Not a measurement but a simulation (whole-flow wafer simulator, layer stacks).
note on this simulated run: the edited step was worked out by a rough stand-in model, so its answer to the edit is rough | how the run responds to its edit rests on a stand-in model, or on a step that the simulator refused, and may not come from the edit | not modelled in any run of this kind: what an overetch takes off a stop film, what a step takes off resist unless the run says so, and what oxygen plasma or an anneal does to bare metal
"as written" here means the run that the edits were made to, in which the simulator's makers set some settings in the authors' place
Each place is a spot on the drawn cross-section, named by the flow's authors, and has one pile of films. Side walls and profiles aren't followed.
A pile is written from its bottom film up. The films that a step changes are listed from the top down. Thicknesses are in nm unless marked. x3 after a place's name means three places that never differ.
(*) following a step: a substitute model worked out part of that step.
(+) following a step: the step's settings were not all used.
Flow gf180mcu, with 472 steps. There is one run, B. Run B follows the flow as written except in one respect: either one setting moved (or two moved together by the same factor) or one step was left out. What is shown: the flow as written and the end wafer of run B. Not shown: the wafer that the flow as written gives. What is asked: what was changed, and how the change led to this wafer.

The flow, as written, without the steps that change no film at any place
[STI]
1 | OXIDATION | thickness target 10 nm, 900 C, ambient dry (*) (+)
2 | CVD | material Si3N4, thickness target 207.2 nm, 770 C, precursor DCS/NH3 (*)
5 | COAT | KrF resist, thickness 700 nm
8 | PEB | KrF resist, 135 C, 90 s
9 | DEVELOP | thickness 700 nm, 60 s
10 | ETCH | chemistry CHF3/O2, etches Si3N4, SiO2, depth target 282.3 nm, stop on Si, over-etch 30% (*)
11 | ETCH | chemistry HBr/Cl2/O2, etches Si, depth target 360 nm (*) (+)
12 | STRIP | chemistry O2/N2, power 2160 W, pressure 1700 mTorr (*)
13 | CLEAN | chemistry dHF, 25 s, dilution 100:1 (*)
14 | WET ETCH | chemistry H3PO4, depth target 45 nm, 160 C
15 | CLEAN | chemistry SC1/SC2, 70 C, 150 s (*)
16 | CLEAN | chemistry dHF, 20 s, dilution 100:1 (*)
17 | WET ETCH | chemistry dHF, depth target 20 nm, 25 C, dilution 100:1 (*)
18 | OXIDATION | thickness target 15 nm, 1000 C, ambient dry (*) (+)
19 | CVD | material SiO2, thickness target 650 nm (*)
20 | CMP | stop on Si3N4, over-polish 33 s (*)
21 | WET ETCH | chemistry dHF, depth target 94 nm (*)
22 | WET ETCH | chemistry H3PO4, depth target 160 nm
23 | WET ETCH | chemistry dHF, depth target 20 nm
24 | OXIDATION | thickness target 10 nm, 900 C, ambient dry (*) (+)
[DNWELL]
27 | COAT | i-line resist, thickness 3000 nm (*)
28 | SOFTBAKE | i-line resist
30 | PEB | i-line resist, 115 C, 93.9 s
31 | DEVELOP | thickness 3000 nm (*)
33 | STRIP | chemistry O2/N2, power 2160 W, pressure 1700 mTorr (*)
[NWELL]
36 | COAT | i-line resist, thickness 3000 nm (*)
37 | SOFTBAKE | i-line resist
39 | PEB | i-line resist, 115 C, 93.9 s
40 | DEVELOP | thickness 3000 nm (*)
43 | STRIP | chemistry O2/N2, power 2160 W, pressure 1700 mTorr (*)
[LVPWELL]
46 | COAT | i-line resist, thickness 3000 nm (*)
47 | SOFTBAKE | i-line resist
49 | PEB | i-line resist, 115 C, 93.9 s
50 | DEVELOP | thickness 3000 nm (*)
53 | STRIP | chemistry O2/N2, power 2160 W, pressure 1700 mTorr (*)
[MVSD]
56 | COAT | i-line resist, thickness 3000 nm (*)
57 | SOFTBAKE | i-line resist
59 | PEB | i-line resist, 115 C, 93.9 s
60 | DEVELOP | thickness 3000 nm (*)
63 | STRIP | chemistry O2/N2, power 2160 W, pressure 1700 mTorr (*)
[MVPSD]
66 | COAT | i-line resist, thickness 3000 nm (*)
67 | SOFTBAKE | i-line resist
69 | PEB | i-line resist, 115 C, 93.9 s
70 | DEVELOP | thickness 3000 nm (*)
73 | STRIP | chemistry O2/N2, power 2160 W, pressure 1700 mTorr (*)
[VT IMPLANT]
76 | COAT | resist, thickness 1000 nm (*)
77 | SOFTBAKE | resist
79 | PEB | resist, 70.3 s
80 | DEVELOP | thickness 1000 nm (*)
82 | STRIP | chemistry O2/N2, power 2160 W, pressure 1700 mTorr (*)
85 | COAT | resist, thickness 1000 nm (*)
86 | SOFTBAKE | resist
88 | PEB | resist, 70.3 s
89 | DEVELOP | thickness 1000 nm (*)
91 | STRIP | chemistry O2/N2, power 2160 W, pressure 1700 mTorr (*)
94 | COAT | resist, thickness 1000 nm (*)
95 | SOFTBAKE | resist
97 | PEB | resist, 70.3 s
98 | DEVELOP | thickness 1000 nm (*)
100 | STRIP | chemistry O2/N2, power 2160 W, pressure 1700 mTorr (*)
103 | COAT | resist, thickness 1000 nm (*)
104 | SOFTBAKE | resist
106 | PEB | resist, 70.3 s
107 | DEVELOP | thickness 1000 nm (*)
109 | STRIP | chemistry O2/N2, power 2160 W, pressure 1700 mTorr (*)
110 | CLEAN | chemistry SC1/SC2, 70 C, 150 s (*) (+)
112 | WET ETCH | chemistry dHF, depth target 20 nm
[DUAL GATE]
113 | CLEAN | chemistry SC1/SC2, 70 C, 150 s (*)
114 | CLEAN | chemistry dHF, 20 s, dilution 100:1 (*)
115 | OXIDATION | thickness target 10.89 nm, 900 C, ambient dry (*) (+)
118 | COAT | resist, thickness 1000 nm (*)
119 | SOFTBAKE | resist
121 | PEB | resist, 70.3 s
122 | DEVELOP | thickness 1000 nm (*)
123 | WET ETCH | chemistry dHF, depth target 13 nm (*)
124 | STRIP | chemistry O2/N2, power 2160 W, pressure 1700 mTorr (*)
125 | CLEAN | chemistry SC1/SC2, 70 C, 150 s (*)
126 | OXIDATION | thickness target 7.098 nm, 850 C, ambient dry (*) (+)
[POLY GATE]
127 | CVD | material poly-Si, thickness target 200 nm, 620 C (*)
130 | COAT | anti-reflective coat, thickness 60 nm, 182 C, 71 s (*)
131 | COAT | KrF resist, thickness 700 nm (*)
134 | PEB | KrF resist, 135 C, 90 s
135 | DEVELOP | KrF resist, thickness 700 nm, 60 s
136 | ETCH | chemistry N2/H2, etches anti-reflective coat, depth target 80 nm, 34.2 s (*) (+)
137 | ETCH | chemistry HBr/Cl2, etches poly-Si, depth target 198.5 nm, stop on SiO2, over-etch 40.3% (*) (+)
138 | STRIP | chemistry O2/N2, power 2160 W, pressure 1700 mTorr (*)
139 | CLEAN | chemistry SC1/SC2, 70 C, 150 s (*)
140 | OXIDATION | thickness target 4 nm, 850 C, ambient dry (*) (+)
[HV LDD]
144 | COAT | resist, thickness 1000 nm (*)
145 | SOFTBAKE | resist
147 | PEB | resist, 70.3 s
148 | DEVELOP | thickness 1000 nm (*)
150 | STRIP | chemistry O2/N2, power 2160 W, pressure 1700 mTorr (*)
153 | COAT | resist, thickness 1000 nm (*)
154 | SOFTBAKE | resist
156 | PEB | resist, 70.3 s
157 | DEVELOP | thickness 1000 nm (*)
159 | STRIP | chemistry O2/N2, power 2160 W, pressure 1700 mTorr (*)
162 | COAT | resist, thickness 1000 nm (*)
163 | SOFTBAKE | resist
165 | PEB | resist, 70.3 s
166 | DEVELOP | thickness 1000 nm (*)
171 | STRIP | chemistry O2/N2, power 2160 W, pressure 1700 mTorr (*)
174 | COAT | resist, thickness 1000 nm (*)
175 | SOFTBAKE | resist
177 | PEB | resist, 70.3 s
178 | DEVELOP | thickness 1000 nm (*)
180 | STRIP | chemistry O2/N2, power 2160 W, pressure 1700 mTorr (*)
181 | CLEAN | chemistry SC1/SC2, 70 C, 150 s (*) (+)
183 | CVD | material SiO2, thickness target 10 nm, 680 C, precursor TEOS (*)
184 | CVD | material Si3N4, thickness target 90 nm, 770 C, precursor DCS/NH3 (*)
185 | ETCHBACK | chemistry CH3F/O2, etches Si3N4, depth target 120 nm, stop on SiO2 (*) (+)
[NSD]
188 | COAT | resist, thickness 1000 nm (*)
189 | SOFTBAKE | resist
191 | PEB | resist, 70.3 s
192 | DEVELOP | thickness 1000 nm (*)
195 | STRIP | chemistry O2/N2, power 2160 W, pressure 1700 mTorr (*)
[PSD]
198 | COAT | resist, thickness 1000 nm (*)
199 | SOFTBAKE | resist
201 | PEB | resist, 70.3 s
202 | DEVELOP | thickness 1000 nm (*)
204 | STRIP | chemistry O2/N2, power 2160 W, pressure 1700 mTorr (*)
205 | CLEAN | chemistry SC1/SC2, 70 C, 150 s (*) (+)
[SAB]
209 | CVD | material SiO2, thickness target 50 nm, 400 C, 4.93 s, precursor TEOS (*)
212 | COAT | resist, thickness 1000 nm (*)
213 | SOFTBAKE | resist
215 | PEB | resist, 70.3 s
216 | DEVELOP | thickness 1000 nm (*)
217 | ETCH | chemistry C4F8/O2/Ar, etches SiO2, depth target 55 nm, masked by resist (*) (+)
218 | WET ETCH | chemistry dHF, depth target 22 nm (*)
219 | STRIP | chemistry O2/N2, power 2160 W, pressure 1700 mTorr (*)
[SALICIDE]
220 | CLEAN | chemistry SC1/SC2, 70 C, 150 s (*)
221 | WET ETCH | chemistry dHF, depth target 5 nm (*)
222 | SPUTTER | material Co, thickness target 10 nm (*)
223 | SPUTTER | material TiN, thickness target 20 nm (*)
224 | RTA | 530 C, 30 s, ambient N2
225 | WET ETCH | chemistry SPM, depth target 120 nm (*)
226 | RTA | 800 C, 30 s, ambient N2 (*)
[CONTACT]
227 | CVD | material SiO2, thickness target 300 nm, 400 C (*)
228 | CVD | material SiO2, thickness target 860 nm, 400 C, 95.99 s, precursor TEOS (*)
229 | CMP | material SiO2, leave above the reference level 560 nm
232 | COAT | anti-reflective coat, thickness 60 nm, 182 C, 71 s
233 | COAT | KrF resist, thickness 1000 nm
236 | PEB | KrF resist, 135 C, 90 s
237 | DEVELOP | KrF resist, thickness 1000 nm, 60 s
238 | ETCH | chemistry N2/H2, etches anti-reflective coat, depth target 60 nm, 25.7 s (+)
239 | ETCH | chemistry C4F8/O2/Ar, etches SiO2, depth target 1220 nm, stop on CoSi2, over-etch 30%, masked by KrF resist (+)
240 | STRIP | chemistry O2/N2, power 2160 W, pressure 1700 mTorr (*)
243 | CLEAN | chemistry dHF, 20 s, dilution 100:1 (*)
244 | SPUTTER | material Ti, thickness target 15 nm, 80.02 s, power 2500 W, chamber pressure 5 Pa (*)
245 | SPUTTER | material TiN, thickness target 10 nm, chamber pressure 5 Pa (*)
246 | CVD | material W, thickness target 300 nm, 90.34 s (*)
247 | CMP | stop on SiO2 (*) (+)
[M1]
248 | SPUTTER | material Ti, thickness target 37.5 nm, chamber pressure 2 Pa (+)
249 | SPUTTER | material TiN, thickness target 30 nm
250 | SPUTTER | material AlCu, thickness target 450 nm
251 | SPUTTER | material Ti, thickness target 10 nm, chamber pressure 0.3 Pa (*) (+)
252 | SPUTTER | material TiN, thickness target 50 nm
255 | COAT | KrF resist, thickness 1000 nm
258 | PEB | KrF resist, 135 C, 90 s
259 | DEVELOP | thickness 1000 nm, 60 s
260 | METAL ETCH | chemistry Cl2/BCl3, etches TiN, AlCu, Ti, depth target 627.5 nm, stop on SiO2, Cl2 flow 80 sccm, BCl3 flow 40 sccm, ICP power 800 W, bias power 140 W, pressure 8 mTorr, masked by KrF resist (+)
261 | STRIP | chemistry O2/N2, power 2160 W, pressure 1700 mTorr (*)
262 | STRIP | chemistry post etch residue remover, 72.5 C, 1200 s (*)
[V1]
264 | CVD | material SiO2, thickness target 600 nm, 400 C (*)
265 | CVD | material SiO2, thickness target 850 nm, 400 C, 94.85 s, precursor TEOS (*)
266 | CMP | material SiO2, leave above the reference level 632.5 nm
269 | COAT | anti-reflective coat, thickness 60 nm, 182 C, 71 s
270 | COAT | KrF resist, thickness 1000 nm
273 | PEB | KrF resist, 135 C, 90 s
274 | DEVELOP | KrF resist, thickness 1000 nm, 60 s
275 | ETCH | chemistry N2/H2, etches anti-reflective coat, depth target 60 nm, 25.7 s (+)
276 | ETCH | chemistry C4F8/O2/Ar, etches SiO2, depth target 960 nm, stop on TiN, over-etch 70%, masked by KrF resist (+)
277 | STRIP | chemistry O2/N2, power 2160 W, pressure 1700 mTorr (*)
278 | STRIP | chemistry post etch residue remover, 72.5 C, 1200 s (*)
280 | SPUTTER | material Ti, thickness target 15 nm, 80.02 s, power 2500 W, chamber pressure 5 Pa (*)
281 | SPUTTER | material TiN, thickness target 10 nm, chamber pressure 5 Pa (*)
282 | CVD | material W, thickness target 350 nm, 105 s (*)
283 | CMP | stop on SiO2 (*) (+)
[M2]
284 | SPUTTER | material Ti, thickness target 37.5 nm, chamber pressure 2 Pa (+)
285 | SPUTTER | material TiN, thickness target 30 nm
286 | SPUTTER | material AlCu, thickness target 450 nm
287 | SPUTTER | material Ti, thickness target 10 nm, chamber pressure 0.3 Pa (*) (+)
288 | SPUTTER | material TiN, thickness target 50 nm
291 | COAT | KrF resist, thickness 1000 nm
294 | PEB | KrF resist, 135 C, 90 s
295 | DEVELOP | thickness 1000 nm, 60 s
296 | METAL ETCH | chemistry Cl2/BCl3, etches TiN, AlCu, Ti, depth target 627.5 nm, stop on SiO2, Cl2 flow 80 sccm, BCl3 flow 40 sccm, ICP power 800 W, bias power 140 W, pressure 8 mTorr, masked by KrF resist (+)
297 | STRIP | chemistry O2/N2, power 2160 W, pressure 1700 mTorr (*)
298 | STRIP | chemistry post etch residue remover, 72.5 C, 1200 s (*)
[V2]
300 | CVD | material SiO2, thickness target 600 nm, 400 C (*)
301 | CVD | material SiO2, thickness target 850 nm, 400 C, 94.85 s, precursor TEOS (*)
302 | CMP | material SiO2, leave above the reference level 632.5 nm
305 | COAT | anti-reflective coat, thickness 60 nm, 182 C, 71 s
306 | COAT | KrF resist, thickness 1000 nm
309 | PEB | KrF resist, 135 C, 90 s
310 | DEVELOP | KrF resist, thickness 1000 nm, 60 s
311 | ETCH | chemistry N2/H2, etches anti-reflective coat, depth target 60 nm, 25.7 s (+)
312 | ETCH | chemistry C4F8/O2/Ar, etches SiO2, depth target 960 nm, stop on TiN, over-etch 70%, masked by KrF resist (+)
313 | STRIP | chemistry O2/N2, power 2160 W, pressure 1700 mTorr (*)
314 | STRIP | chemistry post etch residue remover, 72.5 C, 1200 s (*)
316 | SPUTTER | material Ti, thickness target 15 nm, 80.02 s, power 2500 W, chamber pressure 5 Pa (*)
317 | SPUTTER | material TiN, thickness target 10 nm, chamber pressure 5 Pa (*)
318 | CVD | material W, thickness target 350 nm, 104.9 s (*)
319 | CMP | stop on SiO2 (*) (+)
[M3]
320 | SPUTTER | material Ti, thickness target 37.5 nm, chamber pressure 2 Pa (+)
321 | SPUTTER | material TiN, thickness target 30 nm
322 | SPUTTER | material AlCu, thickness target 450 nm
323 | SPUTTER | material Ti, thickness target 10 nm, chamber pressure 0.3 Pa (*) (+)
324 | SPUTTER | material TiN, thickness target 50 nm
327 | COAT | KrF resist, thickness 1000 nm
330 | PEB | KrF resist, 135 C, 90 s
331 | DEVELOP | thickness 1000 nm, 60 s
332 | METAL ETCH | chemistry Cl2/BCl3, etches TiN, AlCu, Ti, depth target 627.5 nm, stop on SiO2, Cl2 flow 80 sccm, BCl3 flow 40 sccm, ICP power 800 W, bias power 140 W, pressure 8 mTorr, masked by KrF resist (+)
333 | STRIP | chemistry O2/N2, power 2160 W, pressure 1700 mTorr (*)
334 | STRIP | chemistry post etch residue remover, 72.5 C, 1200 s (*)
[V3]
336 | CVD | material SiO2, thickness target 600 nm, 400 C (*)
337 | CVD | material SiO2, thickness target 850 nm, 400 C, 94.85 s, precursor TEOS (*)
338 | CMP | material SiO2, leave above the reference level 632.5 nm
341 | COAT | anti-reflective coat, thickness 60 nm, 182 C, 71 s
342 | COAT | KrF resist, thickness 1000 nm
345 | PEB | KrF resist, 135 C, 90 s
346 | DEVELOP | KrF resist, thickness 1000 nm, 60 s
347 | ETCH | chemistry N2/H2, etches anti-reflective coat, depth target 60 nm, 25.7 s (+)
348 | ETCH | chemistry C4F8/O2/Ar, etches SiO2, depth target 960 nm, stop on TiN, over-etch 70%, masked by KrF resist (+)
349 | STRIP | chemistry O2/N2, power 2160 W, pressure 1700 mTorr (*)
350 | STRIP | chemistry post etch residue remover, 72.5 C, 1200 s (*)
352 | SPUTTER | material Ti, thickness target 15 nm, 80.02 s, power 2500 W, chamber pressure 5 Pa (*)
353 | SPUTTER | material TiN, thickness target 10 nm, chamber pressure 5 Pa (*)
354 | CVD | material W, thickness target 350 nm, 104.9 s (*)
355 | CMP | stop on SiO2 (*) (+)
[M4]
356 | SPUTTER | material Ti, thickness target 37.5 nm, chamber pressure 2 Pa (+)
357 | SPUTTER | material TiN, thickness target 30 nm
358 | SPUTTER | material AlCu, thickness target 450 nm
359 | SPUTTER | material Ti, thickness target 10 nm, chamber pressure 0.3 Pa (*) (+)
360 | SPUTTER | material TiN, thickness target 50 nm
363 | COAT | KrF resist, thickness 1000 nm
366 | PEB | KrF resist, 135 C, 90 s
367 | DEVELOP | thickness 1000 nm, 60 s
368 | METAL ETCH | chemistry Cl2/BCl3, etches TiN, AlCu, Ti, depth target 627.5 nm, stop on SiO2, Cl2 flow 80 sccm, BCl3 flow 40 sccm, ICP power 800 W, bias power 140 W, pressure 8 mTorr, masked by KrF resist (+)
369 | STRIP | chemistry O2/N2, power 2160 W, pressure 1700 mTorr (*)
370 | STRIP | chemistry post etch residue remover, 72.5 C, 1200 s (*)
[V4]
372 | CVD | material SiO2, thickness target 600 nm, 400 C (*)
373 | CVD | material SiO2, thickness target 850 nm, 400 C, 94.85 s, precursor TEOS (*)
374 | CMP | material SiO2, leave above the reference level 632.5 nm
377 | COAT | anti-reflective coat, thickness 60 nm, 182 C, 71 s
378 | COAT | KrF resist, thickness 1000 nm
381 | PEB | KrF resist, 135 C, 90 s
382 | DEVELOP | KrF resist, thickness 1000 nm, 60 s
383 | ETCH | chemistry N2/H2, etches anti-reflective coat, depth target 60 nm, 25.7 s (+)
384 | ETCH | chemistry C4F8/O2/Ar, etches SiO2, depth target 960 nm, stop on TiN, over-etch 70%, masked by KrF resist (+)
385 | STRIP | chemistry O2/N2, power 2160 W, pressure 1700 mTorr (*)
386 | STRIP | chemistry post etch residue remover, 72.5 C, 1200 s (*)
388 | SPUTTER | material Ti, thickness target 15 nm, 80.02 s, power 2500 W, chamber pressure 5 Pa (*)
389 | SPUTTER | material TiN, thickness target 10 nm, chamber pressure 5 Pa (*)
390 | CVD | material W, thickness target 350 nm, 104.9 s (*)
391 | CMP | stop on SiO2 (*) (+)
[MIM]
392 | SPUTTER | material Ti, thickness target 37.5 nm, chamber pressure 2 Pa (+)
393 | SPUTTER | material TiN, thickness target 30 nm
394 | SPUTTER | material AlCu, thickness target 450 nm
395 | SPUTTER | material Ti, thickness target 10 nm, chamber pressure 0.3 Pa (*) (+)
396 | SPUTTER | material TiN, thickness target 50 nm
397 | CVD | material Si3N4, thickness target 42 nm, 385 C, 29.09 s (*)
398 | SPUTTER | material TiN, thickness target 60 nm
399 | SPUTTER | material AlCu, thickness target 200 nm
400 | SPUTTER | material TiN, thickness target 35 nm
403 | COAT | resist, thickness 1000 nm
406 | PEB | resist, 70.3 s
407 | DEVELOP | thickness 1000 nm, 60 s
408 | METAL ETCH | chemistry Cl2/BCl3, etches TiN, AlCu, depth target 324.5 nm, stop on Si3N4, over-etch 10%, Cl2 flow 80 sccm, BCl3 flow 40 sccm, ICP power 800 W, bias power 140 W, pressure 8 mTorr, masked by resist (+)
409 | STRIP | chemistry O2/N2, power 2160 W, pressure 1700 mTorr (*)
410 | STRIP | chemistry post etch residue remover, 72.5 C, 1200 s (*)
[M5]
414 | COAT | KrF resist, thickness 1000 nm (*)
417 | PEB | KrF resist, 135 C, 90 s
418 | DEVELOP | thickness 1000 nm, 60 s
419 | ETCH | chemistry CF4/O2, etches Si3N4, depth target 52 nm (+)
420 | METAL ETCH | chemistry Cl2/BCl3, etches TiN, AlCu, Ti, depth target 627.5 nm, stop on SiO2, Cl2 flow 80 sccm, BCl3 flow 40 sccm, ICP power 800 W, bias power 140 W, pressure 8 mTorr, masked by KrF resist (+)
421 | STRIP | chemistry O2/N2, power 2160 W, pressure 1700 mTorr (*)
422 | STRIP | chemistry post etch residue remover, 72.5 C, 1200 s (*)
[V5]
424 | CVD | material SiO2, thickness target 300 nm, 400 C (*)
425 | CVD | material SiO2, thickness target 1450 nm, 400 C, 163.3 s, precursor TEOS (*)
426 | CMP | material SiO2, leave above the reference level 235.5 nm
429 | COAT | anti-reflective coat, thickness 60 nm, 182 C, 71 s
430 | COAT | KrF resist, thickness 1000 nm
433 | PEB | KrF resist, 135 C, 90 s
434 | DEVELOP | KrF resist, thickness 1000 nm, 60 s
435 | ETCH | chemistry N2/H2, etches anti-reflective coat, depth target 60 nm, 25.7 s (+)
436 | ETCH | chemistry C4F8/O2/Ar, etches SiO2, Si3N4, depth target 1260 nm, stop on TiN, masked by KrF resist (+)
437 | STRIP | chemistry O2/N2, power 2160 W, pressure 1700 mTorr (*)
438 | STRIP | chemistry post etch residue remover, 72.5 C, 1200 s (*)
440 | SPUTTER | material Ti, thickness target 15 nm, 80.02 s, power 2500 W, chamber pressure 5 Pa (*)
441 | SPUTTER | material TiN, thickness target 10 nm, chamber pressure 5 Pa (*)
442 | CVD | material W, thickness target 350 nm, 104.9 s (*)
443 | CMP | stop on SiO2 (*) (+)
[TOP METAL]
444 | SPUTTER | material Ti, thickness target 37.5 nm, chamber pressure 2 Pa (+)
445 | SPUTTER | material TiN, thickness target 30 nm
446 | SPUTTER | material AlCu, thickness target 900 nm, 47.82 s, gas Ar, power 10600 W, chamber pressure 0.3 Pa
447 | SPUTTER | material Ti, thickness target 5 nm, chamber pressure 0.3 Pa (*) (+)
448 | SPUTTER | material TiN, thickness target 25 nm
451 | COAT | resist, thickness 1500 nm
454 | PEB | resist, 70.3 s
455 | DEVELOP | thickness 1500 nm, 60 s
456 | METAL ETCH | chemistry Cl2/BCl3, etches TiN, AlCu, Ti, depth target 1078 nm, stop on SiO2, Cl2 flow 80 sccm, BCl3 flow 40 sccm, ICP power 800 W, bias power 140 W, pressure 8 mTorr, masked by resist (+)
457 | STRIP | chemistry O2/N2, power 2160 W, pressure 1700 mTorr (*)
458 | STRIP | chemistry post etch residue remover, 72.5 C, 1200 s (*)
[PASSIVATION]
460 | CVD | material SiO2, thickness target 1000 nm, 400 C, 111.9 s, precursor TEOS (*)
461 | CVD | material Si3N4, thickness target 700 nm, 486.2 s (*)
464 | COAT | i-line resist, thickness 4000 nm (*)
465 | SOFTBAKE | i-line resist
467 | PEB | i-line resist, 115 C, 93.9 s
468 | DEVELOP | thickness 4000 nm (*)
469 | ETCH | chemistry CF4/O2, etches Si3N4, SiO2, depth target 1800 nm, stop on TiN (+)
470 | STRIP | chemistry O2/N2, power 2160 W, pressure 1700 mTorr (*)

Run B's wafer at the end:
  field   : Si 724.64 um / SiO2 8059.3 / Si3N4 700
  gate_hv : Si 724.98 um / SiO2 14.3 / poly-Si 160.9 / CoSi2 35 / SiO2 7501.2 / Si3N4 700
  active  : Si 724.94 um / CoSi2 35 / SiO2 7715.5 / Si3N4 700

Cause: step 227, CVD: thickness target 132 nm was run, while the flow as written has thickness target 300 nm.

How this came from the change, step by step:
  227 | CVD | material SiO2, thickness target 300 nm, 400 C (*)
      field, field__w1, field__w2 and 58 more: +132 SiO2 (as written it would have been: +300 SiO2)
      active, p_well, gate and 47 more: +132 SiO2 (new film) (as written it would have been: +300 SiO2 (new film))
  228 | CVD | material SiO2, thickness target 860 nm, 400 C, 95.99 s, precursor TEOS (*)
      field__w2: +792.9 SiO2 (as written it would have been: +810.7 SiO2)
      field__w3: +788.4 SiO2 (as written it would have been: +807.3 SiO2)
      (as well as at 1 more place)
  229 | CMP | material SiO2, leave above the reference level 560 nm
      ld_drift_p, ld_drn_p: -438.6 SiO2 (as written it would have been: -425.8 SiO2)
      nw_enc_fld_lv__w1, nw_enc_fld_lv__w4: -322.9 SiO2 (as written it would have been: -332.2 SiO2)
      (as well as at 7 more places)
  239 | ETCH | chemistry C4F8/O2/Ar, etches SiO2, depth target 1220 nm, stop on CoSi2, over-etch 30%, masked by KrF resist (+)
      field, field__w1, field__w2 and 105 more: -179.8 KrF resist (as written it would have been: -223.5 KrF resist)
      polyc_n, polyc_p: -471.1 SiO2 (all of it) (as written it would have been: -639.1 SiO2 (all of it))
      (as well as at 1 more place)
  240 | STRIP | chemistry O2/N2, power 2160 W, pressure 1700 mTorr (*)
      field, field__w1, field__w2 and 105 more: -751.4 KrF resist (all of it), -60 anti-reflective coat (all of it) (as written it would have been: -707.7 KrF resist (all of it), -60 anti-reflective coat (all of it))
  244 | SPUTTER | material Ti, thickness target 15 nm, 80.02 s, power 2500 W, chamber pressure 5 Pa (*)
      contact: +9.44 Ti (new film) (as written it would have been: +8.55 Ti (new film))
  245 | SPUTTER | material TiN, thickness target 10 nm, chamber pressure 5 Pa (*)
      contact: +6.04 TiN (new film) (as written it would have been: +5.48 TiN (new film))
  246 | CVD | material W, thickness target 300 nm, 90.34 s (*)
      polyc_n, polyc_p: +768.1 W (new film) (as written it would have been: +936.1 W (new film))
      contact: +998.1 W (new film) (as written it would have been: +1167.5 W (new film))
